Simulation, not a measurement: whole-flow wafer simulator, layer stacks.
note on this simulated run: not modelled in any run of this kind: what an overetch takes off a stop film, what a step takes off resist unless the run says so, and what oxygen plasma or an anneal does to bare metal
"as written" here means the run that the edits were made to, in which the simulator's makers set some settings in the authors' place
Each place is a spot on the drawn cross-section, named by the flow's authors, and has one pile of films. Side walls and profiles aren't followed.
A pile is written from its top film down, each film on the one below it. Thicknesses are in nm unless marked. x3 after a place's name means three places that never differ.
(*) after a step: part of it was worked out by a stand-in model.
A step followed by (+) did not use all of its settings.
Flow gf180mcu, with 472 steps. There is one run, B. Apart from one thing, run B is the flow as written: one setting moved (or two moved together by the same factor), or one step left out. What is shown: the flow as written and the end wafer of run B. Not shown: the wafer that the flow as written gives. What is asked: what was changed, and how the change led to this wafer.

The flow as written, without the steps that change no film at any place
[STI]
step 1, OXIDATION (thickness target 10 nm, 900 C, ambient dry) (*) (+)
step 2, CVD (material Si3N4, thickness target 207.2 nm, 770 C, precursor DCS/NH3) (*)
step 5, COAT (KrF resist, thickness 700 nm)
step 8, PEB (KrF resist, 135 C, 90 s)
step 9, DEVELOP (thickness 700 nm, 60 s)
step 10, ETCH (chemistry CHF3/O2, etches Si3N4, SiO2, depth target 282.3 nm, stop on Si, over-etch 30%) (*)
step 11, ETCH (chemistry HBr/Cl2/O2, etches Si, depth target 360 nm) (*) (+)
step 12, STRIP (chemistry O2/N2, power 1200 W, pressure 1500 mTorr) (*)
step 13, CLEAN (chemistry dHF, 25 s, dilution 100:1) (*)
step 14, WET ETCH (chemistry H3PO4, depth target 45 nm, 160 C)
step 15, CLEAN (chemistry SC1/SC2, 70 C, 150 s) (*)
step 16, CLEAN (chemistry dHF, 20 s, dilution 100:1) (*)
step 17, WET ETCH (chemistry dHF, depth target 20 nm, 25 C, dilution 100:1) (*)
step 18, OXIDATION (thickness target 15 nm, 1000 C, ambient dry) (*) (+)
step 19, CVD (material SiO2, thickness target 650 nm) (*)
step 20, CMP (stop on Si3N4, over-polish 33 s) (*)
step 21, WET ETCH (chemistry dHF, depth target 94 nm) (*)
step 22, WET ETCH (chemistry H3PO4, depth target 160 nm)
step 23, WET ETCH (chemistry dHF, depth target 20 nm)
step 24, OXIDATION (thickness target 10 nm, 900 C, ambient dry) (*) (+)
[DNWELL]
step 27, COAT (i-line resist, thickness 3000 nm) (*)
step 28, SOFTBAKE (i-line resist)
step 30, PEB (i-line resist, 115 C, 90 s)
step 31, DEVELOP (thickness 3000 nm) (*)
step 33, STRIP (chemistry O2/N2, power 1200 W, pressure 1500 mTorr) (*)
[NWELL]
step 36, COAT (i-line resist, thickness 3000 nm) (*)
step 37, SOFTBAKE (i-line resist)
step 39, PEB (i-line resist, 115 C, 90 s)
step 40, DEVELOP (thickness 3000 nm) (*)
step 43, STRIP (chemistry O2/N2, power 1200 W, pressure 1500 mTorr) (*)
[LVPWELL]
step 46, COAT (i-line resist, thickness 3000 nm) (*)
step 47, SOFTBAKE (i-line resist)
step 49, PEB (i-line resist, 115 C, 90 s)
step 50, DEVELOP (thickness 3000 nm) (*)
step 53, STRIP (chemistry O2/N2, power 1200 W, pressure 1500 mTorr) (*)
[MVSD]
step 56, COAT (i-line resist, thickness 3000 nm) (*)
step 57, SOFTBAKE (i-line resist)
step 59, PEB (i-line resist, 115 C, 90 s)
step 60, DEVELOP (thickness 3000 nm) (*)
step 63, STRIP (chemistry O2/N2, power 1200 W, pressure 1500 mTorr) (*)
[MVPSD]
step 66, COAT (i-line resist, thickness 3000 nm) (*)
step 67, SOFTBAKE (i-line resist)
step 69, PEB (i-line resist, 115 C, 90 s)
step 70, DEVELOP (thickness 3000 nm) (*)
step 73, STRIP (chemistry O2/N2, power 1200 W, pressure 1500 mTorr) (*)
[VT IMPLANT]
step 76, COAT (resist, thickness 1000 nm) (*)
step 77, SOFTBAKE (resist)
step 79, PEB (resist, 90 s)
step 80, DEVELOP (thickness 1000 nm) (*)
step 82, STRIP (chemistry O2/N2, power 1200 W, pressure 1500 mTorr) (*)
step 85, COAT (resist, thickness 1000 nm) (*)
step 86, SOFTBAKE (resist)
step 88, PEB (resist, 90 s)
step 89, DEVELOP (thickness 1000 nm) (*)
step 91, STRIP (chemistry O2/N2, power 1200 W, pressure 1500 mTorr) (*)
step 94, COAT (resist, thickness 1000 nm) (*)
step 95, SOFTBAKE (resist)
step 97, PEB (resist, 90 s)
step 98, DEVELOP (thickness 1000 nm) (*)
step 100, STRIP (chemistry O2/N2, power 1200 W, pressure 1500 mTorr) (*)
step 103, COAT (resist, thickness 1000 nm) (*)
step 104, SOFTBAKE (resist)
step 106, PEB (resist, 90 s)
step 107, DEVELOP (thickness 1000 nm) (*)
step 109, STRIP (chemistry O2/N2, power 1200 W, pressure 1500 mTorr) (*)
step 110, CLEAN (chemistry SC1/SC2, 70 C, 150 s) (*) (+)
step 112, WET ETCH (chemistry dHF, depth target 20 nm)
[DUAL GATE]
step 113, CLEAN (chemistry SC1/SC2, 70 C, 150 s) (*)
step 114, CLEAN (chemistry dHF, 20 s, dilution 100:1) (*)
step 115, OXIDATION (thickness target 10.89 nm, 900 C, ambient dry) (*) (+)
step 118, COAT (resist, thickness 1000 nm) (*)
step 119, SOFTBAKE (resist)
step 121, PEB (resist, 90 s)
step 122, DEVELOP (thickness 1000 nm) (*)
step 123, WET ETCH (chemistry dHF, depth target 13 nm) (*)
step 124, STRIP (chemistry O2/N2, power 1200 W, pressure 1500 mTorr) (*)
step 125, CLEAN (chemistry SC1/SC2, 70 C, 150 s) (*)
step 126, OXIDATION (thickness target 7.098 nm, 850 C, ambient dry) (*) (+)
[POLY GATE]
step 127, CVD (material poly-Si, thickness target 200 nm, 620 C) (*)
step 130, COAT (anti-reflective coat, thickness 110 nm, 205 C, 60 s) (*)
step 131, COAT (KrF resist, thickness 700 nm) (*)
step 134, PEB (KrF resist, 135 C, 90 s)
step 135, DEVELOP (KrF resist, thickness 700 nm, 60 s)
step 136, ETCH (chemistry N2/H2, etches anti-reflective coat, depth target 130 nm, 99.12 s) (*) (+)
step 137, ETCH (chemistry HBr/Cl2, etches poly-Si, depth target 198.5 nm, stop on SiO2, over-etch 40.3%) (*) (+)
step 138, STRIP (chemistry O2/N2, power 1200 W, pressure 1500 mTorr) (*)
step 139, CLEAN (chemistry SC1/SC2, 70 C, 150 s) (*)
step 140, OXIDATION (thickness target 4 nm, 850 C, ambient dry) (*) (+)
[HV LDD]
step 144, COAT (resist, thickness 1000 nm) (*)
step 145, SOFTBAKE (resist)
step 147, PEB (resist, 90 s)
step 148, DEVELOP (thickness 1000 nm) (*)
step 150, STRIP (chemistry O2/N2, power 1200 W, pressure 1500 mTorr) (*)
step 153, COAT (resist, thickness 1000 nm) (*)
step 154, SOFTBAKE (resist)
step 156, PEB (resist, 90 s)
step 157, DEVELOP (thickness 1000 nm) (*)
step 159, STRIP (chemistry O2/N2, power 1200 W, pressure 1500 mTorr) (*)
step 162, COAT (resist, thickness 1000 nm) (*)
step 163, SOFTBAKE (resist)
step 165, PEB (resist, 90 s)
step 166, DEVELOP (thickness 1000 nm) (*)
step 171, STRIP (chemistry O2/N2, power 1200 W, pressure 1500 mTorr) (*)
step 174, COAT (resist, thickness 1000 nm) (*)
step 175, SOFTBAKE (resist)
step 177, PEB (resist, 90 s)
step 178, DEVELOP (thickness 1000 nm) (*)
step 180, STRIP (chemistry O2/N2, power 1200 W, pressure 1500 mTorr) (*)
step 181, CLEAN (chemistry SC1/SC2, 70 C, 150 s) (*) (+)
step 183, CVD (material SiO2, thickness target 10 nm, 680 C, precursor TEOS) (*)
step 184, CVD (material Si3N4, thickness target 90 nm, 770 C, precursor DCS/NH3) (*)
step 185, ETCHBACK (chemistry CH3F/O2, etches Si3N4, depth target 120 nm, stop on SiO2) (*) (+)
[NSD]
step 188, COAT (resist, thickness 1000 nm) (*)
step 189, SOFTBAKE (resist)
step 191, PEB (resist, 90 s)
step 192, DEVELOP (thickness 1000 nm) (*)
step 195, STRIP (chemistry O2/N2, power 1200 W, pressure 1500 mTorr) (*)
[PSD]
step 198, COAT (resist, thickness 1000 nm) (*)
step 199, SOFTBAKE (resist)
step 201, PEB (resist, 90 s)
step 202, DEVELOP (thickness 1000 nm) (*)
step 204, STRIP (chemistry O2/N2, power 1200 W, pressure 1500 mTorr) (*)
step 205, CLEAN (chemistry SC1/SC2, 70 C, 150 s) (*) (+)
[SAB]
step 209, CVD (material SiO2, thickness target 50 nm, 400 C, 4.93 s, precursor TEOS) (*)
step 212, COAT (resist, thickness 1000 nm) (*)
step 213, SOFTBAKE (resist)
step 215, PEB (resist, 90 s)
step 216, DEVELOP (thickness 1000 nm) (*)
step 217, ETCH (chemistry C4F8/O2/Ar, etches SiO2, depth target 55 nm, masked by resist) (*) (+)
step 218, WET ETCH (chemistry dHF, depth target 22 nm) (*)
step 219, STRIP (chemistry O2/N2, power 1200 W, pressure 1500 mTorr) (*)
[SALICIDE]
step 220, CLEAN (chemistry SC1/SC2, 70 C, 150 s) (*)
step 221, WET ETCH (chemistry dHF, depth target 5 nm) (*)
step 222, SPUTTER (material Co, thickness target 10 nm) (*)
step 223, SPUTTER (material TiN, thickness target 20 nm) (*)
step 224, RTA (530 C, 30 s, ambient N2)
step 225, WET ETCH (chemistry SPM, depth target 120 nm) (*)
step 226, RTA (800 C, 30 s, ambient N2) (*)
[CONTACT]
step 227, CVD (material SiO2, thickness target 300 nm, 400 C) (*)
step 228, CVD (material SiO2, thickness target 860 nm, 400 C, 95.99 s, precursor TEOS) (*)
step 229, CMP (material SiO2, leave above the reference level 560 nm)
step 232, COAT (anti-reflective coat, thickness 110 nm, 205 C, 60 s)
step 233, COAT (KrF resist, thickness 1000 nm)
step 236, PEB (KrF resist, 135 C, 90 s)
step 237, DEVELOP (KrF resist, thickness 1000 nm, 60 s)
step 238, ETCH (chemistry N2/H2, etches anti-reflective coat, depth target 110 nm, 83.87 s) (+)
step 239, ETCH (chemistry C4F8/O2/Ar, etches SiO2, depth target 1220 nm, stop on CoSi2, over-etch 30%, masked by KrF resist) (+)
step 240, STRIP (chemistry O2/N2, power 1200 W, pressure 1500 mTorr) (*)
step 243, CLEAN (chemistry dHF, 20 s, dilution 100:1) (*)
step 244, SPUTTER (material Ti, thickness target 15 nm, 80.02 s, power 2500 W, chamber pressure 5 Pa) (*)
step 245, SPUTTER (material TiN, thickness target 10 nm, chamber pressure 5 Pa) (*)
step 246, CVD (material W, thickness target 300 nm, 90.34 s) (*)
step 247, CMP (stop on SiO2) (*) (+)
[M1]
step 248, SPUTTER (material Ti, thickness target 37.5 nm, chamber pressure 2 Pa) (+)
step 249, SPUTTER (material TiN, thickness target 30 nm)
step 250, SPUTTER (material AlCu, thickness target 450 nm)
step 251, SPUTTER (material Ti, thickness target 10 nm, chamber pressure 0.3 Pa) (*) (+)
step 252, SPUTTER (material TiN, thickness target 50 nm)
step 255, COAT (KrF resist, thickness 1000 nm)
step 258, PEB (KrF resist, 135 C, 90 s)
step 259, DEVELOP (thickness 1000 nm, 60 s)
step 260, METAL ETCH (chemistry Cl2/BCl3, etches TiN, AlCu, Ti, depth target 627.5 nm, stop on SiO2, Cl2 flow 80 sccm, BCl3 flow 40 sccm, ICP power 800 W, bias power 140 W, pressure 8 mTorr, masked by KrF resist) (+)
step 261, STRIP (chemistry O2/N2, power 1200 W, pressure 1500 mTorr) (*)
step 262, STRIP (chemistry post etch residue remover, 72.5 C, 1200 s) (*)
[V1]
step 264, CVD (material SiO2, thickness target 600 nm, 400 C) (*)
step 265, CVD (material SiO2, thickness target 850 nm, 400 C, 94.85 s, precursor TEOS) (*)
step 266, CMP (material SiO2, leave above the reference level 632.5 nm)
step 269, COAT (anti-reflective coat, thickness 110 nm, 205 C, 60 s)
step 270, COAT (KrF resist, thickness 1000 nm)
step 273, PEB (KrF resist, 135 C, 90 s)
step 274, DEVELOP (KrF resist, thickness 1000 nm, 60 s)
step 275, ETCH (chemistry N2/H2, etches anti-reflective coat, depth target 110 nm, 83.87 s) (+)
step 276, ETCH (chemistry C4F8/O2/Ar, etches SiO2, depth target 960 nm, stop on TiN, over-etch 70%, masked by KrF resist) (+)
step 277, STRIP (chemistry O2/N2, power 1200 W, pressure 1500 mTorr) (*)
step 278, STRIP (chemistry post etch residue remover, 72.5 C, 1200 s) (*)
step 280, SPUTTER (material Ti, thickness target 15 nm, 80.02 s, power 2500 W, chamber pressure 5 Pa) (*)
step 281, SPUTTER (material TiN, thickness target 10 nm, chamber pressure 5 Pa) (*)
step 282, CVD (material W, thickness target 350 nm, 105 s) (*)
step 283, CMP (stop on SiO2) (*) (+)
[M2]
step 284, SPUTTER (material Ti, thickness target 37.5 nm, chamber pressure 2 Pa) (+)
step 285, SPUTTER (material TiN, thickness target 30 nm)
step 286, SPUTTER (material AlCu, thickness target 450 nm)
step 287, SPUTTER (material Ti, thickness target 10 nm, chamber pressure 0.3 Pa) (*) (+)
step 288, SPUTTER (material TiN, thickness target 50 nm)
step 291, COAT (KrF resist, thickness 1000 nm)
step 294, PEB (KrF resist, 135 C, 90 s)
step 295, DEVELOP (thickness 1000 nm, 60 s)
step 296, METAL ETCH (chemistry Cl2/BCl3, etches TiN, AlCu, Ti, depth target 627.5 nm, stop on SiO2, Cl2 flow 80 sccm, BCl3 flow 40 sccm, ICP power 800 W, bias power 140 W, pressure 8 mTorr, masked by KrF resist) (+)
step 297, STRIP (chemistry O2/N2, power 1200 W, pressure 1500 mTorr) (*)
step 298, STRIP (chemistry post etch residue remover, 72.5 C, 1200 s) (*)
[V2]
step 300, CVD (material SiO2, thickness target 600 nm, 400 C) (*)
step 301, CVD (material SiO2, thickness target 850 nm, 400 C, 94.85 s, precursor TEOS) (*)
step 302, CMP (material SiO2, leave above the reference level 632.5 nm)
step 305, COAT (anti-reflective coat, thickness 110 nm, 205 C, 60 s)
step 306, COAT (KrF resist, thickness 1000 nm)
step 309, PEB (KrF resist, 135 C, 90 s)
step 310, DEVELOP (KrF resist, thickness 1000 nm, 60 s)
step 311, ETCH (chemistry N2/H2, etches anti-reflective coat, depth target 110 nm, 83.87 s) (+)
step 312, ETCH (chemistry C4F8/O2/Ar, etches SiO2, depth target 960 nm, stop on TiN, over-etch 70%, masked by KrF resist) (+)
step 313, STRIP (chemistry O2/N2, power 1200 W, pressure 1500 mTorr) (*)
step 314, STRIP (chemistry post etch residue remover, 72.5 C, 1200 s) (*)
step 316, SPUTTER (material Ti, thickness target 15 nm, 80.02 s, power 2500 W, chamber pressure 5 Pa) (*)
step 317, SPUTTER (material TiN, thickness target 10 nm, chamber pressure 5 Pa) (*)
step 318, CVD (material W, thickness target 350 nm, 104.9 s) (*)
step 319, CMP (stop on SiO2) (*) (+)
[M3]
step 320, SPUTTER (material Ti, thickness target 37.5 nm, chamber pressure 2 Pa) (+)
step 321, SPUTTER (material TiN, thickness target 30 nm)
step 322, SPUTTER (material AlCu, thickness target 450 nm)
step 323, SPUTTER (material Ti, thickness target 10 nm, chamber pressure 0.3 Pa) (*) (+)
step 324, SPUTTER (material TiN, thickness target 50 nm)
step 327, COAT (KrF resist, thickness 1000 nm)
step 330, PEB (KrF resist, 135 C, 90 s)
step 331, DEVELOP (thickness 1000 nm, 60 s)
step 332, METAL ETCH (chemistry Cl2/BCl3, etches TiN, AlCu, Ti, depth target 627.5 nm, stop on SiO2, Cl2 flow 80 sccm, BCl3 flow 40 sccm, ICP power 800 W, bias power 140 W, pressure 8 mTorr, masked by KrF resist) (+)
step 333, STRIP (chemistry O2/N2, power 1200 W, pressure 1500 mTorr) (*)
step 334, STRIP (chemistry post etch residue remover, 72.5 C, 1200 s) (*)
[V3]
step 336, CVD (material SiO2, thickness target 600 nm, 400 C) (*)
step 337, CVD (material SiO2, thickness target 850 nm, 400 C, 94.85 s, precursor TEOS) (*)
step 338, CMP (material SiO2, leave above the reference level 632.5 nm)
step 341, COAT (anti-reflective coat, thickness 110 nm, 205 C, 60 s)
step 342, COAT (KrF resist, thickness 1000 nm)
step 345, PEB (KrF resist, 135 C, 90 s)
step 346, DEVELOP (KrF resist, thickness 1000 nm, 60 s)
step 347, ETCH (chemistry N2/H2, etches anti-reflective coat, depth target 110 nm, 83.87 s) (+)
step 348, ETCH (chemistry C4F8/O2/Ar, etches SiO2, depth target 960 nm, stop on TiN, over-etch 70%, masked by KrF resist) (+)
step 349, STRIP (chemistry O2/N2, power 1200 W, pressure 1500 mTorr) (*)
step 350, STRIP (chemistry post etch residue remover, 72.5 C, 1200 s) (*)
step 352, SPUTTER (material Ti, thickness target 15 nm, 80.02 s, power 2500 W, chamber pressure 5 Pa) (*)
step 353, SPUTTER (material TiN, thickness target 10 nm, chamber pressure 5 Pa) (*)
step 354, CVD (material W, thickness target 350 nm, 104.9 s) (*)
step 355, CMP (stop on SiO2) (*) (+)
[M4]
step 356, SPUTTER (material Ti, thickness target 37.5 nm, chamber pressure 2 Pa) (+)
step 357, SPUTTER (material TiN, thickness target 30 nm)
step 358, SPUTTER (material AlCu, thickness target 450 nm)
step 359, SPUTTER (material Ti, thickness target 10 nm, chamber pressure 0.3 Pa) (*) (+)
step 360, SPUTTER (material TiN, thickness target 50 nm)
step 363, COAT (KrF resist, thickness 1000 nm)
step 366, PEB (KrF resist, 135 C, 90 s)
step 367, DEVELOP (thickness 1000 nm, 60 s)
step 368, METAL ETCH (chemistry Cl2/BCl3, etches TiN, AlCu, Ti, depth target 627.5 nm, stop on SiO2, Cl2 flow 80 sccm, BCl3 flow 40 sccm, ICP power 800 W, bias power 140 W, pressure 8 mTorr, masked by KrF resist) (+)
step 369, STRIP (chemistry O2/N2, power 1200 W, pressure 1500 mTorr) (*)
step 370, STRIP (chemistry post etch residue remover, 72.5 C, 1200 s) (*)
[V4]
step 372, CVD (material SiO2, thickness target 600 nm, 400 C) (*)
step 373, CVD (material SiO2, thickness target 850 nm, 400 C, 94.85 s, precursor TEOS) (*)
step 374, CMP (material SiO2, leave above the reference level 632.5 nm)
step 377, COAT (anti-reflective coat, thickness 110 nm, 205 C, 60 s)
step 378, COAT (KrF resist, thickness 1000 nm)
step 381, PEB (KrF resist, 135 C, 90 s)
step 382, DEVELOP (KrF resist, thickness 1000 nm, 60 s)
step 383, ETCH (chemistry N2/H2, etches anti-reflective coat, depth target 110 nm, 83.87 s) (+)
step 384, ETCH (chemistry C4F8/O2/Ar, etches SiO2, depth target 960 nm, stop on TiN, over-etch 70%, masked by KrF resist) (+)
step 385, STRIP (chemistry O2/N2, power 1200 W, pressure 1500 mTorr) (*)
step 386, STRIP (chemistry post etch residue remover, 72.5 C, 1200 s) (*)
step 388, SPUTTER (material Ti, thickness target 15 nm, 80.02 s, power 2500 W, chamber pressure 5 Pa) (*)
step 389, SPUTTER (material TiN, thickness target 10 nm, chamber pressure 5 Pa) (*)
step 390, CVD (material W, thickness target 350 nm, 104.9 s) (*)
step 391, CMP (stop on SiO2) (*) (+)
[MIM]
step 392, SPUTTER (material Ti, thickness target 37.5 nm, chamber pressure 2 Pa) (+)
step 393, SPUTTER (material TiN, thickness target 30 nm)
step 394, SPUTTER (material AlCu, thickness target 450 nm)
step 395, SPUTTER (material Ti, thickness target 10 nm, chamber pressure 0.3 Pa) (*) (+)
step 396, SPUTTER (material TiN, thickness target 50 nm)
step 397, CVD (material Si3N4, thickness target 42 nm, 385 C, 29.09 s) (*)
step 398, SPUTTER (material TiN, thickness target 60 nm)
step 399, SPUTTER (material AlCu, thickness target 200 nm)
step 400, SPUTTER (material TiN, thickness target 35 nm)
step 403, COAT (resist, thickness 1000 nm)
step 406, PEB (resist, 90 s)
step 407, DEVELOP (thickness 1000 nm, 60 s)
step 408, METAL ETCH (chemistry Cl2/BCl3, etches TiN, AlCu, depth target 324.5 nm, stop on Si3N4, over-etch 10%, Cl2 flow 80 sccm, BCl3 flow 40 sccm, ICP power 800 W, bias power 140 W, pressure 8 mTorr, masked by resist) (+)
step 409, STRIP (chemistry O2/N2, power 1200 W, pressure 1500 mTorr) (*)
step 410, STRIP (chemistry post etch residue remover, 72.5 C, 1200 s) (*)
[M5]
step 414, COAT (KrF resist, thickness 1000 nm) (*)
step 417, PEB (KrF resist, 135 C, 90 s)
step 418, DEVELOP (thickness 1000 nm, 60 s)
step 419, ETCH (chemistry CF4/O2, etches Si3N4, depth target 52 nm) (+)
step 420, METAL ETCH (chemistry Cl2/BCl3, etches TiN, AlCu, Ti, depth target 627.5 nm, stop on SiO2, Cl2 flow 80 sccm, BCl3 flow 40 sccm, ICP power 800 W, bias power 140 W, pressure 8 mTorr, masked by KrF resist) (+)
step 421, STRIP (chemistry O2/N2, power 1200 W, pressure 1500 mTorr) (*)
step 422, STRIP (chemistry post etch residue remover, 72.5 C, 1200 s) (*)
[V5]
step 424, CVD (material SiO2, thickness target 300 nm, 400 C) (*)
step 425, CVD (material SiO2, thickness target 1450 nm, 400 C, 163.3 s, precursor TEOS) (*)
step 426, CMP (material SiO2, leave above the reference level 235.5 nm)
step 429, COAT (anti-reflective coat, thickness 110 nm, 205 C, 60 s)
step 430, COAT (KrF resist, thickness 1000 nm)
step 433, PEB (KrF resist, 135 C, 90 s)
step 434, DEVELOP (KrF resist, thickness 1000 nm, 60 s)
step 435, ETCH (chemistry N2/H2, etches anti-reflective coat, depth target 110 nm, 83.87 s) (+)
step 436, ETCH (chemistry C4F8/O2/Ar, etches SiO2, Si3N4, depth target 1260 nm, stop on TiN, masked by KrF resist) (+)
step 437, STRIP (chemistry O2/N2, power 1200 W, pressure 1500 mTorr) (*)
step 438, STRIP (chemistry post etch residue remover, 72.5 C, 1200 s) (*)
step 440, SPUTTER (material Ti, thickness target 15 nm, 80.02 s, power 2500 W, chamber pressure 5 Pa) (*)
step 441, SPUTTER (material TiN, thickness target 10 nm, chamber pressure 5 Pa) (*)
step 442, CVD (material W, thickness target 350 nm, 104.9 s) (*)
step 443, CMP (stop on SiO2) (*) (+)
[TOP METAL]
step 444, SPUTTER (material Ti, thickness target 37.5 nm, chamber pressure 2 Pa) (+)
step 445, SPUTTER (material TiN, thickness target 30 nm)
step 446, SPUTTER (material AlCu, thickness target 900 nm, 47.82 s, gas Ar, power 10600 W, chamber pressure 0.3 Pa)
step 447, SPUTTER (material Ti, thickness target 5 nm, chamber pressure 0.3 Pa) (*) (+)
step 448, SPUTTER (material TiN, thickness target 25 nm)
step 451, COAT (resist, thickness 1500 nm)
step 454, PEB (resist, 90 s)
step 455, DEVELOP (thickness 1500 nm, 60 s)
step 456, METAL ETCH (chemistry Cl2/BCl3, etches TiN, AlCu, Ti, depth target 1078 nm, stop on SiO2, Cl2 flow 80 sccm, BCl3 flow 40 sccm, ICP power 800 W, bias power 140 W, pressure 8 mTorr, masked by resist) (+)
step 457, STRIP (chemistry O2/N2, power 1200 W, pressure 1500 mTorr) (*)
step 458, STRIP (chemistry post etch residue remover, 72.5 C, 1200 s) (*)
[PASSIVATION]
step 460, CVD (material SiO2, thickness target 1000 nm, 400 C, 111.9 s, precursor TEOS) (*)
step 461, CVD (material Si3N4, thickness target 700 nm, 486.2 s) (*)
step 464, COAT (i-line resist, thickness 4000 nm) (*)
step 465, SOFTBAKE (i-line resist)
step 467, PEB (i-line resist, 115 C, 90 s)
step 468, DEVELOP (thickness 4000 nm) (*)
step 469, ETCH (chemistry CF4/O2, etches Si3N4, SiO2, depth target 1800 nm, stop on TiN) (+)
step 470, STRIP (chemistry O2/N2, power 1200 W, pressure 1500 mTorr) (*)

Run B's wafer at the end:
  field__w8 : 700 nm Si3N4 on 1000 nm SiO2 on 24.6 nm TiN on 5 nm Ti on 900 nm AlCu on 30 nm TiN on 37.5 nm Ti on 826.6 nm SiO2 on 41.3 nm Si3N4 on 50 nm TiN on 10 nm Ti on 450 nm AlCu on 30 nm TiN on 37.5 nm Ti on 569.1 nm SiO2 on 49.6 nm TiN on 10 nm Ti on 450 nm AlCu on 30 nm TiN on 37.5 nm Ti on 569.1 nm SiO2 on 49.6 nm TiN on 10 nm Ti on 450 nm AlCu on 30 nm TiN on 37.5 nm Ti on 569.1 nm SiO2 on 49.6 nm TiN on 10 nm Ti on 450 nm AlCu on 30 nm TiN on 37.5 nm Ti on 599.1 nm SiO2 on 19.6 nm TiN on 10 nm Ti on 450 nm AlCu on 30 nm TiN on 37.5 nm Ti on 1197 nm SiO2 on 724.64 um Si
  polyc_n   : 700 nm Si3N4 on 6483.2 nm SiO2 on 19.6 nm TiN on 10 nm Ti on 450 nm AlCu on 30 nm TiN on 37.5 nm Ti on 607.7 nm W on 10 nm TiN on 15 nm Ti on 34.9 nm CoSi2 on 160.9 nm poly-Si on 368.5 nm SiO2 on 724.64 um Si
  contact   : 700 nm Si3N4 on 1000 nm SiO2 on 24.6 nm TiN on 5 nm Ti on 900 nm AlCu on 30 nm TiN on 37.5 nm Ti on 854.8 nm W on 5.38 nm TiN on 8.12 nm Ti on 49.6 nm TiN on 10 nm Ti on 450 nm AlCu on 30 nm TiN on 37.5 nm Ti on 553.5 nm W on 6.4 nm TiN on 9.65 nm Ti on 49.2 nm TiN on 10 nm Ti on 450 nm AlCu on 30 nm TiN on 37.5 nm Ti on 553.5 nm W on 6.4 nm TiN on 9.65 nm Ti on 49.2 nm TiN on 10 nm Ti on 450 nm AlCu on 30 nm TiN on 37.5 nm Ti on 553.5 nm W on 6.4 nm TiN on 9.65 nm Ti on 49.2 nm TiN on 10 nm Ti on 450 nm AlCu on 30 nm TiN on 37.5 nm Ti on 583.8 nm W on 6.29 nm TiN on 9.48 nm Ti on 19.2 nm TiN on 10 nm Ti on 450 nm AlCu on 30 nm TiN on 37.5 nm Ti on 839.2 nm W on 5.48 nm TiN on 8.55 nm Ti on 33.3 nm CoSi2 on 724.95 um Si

The reason: step 252, SPUTTER: thickness target 20 nm was run, while the flow as written has thickness target 50 nm.

How this came from the change, step by step:
  step 252, SPUTTER (material TiN, thickness target 50 nm)
      field, field__w1, field__w2 and 108 more: +20 TiN (new film) (in the flow as written it would be: +50 TiN (new film))
  step 260, METAL ETCH (chemistry Cl2/BCl3, etches TiN, AlCu, Ti, depth target 627.5 nm, stop on SiO2, Cl2 flow 80 sccm, BCl3 flow 40 sccm, ICP power 800 W, bias power 140 W, pressure 8 mTorr, masked by KrF resist) (+)
      field, field__w1, field__w2 and 99 more: -20 TiN (all of it), -10 Ti (all of it), -450 AlCu (all of it), -30 TiN (all of it), -37.5 Ti (all of it) (in the flow as written it would be: -50 TiN (all of it), -10 Ti (all of it), -450 AlCu (all of it), -30 TiN (all of it), -37.5 Ti (all of it))
  step 266, CMP (material SiO2, leave above the reference level 632.5 nm)
      field__w8, contact, m1 and 6 more: -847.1 SiO2 (in the flow as written it would be: -877.1 SiO2)
  step 276, ETCH (chemistry C4F8/O2/Ar, etches SiO2, depth target 960 nm, stop on TiN, over-etch 70%, masked by KrF resist) (+)
      contact: -602.1 SiO2 (all of it) (in the flow as written it would be: -572.1 SiO2 (all of it))
  step 282, CVD (material W, thickness target 350 nm, 105 s) (*)
      contact: +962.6 W (new film) (in the flow as written it would be: +932.3 W (new film))
